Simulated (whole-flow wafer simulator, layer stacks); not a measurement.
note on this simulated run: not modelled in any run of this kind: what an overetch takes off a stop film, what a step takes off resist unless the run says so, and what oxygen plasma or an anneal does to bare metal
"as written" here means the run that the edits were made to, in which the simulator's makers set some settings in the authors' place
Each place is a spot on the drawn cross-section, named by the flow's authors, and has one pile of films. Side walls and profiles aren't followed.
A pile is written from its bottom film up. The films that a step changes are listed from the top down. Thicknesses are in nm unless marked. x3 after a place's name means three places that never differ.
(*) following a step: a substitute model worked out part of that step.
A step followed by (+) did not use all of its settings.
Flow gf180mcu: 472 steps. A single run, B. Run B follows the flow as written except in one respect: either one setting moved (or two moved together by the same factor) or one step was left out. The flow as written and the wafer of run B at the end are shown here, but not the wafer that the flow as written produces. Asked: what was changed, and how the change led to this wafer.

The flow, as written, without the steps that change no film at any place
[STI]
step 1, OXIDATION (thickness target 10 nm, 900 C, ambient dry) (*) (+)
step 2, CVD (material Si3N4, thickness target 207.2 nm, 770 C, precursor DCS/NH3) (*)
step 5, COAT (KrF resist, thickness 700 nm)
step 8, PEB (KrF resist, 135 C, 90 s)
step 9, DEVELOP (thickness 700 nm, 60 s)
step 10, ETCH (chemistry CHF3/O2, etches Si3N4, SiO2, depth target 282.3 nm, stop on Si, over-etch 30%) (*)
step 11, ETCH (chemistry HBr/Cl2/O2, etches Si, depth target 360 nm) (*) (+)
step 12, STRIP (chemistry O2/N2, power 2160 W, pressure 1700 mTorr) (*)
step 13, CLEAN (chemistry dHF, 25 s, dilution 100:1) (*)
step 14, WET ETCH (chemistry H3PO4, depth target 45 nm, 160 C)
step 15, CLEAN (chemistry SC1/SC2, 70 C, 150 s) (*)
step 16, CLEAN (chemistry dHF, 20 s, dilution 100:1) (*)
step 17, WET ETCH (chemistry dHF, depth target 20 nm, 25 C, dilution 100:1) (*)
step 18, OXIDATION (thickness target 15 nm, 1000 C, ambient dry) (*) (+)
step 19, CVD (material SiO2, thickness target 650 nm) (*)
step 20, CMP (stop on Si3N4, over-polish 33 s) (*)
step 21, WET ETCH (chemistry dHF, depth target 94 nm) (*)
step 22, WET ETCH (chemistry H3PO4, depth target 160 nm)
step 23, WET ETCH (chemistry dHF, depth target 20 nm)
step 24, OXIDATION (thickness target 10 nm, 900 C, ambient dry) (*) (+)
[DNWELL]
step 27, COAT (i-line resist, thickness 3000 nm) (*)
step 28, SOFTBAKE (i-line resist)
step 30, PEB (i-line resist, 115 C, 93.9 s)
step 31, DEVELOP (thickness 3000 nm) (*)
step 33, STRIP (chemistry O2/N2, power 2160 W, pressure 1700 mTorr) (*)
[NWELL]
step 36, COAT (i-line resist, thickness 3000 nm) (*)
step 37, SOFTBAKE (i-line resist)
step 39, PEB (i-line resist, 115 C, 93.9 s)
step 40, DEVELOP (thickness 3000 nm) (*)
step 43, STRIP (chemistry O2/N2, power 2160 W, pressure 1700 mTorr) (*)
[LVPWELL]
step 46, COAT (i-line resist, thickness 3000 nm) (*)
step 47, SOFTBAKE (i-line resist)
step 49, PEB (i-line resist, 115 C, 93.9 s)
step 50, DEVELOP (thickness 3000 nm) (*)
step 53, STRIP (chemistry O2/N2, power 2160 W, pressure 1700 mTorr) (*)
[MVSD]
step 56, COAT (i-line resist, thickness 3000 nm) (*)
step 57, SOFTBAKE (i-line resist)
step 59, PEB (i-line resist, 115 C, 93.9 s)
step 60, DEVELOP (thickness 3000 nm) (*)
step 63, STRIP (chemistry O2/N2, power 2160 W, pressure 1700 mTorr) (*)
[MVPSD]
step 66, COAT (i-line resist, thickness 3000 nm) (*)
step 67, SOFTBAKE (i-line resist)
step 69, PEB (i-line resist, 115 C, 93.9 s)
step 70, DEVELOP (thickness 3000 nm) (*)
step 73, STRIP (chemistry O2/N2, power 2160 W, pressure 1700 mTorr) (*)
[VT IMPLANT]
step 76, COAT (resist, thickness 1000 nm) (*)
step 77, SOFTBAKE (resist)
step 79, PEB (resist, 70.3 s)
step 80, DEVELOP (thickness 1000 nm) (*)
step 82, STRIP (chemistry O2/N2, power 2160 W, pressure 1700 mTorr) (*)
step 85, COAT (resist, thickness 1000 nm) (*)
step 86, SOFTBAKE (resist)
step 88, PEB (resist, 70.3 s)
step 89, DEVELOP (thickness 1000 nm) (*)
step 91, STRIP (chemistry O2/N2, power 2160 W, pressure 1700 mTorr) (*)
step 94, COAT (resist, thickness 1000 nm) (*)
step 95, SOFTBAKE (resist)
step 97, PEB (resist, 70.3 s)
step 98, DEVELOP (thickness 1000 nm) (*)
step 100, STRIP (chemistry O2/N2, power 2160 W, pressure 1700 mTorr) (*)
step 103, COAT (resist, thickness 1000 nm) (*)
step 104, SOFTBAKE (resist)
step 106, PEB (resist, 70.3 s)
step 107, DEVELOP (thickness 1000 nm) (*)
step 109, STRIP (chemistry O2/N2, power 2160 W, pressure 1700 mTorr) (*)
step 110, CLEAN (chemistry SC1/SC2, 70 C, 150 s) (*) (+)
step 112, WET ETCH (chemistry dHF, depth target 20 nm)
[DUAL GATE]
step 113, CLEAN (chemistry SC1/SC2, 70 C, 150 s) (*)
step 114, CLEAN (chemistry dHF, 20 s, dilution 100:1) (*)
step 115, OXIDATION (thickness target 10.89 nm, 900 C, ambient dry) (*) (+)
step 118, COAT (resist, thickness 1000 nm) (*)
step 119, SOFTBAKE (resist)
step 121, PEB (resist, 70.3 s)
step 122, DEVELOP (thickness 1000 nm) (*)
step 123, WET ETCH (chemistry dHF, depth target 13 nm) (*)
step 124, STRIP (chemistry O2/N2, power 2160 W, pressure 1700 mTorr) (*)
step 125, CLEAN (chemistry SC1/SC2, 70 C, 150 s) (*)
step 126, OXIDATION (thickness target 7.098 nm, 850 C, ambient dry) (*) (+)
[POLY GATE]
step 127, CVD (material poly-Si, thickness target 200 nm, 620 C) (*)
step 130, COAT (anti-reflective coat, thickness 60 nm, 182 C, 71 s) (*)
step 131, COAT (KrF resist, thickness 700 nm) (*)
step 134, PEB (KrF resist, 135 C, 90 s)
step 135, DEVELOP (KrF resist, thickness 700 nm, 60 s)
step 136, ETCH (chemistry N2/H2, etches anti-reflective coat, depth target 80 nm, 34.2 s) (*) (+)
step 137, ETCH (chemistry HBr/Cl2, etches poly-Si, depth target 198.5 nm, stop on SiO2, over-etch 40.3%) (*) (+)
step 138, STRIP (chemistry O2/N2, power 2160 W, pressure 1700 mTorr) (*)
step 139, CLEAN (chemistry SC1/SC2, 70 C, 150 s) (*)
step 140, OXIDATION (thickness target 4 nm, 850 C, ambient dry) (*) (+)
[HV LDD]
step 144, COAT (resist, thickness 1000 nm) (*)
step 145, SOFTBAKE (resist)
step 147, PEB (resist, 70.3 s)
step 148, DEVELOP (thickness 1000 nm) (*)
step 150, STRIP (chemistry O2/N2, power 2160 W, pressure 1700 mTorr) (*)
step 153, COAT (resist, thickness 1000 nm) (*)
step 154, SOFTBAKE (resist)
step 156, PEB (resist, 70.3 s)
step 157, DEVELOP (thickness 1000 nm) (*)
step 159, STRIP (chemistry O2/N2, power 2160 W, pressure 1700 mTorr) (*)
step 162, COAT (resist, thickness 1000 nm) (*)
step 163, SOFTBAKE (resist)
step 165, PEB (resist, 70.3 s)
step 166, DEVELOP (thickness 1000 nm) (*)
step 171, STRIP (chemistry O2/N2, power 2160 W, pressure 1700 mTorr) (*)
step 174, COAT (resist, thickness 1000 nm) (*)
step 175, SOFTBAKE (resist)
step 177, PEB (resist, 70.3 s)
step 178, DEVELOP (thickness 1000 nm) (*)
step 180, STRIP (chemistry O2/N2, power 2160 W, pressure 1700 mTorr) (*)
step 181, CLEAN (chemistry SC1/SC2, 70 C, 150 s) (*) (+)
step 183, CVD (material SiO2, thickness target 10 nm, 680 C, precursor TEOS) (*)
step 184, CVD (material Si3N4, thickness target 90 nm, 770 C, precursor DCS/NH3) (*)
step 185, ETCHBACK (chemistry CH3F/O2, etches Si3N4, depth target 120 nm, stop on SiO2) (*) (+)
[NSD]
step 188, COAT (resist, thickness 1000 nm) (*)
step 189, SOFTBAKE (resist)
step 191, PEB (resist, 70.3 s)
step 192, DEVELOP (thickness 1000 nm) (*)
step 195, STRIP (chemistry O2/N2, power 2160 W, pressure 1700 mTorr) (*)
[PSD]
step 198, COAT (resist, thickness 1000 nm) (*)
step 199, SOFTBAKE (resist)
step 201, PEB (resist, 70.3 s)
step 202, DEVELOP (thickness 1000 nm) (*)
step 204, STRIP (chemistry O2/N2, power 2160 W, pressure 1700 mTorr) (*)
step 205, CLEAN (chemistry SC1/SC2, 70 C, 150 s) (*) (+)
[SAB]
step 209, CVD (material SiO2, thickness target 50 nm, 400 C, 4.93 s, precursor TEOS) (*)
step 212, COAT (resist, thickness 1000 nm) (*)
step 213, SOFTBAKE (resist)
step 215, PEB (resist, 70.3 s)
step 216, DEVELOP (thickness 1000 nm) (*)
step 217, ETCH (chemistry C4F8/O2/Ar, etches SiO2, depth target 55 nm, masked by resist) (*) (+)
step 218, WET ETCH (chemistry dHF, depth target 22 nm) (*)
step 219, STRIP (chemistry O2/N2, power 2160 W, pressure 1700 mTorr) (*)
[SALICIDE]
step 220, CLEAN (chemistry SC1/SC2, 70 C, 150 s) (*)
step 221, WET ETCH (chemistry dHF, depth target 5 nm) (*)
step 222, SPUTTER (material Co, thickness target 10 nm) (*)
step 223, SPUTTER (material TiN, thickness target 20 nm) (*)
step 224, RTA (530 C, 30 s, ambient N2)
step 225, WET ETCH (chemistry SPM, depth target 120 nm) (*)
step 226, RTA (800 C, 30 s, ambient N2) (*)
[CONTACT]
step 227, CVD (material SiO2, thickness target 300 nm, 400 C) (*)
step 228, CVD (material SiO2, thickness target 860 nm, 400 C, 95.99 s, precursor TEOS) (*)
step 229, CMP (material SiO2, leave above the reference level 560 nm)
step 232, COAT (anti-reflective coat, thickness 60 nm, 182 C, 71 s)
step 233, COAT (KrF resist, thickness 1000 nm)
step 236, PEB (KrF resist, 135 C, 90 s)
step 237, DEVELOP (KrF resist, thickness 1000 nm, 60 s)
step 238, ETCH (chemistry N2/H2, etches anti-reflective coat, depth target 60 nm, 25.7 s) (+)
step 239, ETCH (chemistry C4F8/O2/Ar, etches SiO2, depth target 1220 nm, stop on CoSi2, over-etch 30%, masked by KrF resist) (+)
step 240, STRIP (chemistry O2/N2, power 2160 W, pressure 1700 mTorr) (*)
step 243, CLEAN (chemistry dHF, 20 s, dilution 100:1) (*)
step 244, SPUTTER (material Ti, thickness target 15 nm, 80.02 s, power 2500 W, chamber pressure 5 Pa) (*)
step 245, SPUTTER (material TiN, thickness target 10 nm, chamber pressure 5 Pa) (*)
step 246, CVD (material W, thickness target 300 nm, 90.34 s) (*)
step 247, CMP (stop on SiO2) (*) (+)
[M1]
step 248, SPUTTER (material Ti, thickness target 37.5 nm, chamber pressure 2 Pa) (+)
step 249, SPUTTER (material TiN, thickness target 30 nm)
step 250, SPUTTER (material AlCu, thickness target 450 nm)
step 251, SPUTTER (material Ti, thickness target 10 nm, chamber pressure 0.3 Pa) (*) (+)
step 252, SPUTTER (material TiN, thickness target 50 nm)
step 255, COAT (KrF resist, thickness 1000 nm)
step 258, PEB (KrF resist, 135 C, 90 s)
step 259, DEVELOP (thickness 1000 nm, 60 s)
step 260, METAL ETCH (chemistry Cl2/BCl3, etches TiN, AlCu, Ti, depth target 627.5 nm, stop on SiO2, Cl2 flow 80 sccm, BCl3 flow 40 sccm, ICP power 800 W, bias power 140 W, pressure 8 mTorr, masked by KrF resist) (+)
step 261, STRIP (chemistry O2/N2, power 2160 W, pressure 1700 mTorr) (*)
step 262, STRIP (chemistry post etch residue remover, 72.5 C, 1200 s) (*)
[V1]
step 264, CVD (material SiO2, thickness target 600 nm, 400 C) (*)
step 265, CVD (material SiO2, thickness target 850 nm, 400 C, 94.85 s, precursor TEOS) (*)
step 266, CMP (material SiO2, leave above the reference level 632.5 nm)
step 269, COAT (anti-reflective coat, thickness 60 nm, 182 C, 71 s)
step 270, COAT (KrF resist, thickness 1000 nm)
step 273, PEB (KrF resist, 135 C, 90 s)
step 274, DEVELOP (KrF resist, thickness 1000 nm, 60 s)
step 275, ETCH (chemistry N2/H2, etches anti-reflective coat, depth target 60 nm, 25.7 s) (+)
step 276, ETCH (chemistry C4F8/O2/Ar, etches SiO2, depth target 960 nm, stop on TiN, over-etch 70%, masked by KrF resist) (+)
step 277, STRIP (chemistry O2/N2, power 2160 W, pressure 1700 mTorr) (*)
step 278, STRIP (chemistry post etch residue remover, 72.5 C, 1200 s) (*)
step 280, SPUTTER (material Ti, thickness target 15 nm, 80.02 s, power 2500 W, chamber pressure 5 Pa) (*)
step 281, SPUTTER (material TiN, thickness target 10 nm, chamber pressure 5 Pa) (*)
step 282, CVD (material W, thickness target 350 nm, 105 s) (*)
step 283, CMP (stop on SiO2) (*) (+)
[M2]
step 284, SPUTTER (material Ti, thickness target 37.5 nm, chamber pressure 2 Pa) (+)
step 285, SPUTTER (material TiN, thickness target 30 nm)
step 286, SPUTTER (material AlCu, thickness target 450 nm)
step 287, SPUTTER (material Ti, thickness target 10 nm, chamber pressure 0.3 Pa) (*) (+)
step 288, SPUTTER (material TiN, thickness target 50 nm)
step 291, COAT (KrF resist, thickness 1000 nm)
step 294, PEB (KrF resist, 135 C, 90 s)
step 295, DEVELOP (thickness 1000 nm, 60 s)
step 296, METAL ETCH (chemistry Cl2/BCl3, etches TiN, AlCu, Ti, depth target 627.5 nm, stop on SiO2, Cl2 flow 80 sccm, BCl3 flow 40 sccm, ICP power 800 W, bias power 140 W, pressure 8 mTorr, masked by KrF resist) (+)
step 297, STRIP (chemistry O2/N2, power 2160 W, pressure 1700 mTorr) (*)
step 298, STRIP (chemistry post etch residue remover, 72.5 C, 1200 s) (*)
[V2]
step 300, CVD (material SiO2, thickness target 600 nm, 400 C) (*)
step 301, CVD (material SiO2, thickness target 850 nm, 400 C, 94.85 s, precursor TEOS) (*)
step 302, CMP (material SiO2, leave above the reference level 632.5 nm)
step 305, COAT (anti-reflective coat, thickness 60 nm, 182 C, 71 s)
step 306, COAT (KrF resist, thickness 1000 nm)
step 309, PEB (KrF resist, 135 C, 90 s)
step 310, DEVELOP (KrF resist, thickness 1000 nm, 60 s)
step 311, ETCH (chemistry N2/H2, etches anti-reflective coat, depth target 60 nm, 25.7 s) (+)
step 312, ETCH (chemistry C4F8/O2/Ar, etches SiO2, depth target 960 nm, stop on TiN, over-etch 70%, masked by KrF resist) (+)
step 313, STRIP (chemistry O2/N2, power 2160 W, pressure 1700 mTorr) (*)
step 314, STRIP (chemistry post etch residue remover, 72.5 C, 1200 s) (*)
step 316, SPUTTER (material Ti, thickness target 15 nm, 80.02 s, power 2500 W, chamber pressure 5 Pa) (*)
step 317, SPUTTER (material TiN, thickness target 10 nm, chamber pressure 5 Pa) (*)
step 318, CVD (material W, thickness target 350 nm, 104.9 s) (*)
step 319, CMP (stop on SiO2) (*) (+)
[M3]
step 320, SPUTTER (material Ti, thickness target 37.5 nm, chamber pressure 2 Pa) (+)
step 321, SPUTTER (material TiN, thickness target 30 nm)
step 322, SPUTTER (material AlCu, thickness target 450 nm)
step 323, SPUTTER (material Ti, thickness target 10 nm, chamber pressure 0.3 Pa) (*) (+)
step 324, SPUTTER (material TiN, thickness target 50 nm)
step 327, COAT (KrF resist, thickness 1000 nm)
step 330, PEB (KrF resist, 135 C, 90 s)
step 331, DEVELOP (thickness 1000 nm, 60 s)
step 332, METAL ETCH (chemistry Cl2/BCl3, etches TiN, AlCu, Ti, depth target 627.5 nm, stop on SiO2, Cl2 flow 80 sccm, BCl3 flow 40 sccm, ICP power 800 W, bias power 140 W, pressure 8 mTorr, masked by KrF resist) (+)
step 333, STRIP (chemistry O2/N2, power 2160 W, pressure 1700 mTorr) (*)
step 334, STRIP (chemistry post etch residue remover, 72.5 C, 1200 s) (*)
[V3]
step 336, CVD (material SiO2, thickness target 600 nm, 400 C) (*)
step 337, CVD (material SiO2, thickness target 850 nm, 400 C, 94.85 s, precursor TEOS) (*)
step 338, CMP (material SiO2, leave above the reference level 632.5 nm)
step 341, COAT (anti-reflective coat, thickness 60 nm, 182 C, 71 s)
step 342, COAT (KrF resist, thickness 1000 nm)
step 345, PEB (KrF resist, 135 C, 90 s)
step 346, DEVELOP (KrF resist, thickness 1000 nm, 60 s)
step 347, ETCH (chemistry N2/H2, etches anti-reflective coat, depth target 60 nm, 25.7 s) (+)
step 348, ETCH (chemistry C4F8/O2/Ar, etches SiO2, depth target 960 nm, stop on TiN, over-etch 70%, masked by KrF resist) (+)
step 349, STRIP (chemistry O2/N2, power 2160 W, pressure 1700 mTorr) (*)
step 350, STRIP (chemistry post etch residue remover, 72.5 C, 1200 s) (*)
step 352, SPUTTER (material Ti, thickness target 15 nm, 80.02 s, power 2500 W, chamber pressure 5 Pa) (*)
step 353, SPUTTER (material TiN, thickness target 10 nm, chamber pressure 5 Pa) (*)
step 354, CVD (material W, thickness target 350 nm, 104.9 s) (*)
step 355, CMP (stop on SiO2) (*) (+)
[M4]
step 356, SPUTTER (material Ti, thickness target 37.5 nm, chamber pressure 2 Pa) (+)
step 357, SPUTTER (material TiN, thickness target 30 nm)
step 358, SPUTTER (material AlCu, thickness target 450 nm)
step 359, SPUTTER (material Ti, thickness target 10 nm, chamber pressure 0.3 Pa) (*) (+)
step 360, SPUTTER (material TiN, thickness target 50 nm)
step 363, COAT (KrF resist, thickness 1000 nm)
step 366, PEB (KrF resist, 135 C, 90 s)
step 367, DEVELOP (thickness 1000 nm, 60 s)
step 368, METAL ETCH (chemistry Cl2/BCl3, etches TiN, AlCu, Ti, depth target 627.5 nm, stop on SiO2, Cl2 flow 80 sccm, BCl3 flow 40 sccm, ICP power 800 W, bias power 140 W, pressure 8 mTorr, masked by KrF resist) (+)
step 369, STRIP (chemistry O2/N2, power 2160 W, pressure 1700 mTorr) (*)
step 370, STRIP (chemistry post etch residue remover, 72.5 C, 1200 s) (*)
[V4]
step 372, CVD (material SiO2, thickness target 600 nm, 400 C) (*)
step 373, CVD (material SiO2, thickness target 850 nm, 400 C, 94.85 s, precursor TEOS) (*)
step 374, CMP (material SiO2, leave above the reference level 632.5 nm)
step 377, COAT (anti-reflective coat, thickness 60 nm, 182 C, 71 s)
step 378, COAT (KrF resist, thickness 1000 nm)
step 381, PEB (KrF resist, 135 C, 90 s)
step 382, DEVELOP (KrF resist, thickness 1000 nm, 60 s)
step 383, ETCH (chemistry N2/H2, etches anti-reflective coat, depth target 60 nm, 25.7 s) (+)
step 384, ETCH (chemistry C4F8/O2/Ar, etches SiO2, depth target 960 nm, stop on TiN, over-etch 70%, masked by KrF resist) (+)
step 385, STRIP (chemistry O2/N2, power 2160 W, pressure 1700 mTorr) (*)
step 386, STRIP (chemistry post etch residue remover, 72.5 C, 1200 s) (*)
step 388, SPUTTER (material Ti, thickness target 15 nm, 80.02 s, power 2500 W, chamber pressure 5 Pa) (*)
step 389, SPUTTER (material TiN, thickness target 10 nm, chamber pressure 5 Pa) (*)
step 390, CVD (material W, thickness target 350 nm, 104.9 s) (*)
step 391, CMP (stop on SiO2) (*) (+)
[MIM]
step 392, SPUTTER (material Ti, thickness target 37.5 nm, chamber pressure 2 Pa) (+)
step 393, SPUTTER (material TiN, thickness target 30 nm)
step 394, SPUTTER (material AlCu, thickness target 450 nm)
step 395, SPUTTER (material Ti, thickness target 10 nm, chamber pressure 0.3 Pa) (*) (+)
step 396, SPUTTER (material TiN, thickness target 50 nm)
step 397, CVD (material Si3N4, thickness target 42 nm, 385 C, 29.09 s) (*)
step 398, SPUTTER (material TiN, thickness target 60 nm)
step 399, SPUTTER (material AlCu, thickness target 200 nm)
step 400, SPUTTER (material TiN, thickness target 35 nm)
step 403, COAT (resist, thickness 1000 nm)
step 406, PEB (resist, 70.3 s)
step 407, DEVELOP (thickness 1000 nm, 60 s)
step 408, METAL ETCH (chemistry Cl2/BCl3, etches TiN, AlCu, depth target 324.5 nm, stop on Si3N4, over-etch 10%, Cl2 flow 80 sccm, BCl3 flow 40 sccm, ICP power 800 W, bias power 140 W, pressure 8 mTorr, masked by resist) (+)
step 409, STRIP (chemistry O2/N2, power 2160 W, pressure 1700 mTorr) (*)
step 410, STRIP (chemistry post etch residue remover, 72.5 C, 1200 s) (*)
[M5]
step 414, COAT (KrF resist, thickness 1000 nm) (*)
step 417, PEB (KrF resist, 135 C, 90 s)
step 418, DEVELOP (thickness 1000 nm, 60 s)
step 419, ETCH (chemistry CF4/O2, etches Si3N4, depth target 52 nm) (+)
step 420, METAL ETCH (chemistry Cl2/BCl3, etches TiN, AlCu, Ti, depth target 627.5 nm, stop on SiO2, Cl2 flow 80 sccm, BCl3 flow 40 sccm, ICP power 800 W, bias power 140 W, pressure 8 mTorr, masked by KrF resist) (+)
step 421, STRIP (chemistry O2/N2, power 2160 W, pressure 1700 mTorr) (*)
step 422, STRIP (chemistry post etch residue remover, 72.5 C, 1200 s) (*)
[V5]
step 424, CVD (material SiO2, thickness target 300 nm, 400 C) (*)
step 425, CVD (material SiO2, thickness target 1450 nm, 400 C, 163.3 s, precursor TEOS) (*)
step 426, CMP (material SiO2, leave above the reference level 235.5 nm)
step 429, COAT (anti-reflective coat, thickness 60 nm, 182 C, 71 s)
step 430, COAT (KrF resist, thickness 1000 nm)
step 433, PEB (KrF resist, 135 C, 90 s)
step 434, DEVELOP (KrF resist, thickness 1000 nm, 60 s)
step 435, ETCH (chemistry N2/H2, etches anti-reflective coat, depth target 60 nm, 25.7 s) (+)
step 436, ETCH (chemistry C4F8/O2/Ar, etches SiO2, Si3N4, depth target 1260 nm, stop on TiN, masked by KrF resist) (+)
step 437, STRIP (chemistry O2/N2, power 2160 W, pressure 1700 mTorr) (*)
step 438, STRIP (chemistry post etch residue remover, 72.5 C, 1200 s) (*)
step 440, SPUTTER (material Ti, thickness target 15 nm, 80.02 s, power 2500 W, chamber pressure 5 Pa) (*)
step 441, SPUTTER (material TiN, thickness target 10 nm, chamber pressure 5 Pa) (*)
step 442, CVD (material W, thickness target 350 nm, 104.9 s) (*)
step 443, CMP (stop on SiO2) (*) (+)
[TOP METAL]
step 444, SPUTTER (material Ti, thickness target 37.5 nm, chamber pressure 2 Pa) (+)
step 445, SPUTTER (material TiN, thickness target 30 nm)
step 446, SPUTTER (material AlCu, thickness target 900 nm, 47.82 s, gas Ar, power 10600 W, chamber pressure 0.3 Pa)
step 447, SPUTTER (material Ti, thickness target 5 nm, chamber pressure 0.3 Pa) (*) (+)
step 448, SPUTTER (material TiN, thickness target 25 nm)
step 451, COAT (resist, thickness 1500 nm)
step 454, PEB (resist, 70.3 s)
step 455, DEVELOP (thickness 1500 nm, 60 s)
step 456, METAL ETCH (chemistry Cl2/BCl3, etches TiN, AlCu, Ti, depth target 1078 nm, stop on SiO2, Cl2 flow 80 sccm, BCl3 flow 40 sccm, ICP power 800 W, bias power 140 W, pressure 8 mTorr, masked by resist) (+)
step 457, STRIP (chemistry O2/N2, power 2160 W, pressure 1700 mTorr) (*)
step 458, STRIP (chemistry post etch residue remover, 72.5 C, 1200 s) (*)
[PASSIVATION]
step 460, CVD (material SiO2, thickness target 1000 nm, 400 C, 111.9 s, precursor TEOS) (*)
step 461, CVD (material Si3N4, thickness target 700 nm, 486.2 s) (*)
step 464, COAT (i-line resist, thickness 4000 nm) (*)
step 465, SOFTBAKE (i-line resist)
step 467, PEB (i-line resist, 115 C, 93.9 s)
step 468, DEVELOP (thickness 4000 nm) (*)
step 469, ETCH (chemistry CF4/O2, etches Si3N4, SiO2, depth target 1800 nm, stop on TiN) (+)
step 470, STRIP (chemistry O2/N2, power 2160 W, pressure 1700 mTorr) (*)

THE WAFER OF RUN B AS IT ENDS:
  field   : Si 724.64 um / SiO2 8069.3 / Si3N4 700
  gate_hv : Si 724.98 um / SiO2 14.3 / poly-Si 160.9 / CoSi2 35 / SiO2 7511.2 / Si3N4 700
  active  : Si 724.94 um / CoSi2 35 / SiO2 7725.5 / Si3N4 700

What caused this: step 394, SPUTTER: thickness target 292 nm was run, though the flow has thickness target 450 nm.

How this came from the change, step by step:
  step 394, SPUTTER (material AlCu, thickness target 450 nm)
      field, field__w1, field__w2 and 108 more: AlCu gains 292 (new film) (it would be, as written: AlCu gains 450 (new film))
  step 420, METAL ETCH (chemistry Cl2/BCl3, etches TiN, AlCu, Ti, depth target 627.5 nm, stop on SiO2, Cl2 flow 80 sccm, BCl3 flow 40 sccm, ICP power 800 W, bias power 140 W, pressure 8 mTorr, masked by KrF resist) (+)
      field, field__w1, field__w2 and 101 more: TiN loses 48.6 (all of it), Ti loses 10 (all of it), AlCu loses 292 (all of it), TiN loses 30 (all of it), Ti loses 37.5 (all of it) (it would be, as written: TiN loses 48.6 (all of it), Ti loses 10 (all of it), AlCu loses 450 (all of it), TiN loses 30 (all of it), Ti loses 37.5 (all of it))
  step 426, CMP (material SiO2, leave above the reference level 235.5 nm)
      field, field__w1, field__w5 and 92 more: SiO2 loses 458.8 (it would be, as written: SiO2 loses 300.8)
      field__w2, field__w3, field__w12 and 6 more: SiO2 loses 437.9 (it would be, as written: SiO2 loses 272.7)
